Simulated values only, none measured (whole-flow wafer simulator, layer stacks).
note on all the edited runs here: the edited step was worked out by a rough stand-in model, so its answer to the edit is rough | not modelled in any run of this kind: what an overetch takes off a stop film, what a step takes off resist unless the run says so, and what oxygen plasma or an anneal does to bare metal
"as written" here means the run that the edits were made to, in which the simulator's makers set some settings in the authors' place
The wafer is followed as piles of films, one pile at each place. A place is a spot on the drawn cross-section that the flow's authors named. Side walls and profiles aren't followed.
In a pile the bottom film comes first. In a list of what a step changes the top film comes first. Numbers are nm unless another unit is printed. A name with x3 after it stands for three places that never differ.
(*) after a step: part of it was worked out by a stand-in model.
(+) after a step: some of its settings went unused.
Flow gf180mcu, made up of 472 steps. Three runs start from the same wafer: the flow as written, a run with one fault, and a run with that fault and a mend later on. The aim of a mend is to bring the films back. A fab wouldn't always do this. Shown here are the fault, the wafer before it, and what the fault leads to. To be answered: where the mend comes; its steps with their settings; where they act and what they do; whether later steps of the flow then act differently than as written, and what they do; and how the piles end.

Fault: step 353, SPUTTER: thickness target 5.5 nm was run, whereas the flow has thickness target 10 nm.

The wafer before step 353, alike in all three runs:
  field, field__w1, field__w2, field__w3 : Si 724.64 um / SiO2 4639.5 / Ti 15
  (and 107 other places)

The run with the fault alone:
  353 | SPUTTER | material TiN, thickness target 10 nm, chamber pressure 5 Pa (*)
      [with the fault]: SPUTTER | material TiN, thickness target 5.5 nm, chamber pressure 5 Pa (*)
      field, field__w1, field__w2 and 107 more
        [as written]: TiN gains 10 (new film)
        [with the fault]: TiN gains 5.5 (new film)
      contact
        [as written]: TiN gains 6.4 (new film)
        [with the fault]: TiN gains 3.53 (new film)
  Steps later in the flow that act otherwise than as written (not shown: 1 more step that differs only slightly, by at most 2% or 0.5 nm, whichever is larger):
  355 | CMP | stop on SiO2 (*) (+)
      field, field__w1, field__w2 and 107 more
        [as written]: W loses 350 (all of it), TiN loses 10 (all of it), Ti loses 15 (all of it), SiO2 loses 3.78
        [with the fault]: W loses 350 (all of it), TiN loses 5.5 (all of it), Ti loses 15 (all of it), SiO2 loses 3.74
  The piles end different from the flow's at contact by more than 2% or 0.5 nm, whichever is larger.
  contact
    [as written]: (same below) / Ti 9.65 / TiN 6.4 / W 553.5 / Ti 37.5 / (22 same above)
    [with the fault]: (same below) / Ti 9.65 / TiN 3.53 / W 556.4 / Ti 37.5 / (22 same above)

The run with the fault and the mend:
  After step 353 comes the mend.
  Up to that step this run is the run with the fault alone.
  353a | SPUTTER | material TiN, thickness target 4.5 nm, chamber pressure 5 Pa (*) (the flow's step 353 again, with other settings)
      field, field__w1, field__w2 and 107 more
        TiN gains 4.5
      contact
        TiN gains 2.88
  None of the later steps of the flow acts differently than as written at any place that is followed.
  The piles end the same as the flow's at every place that both follow.
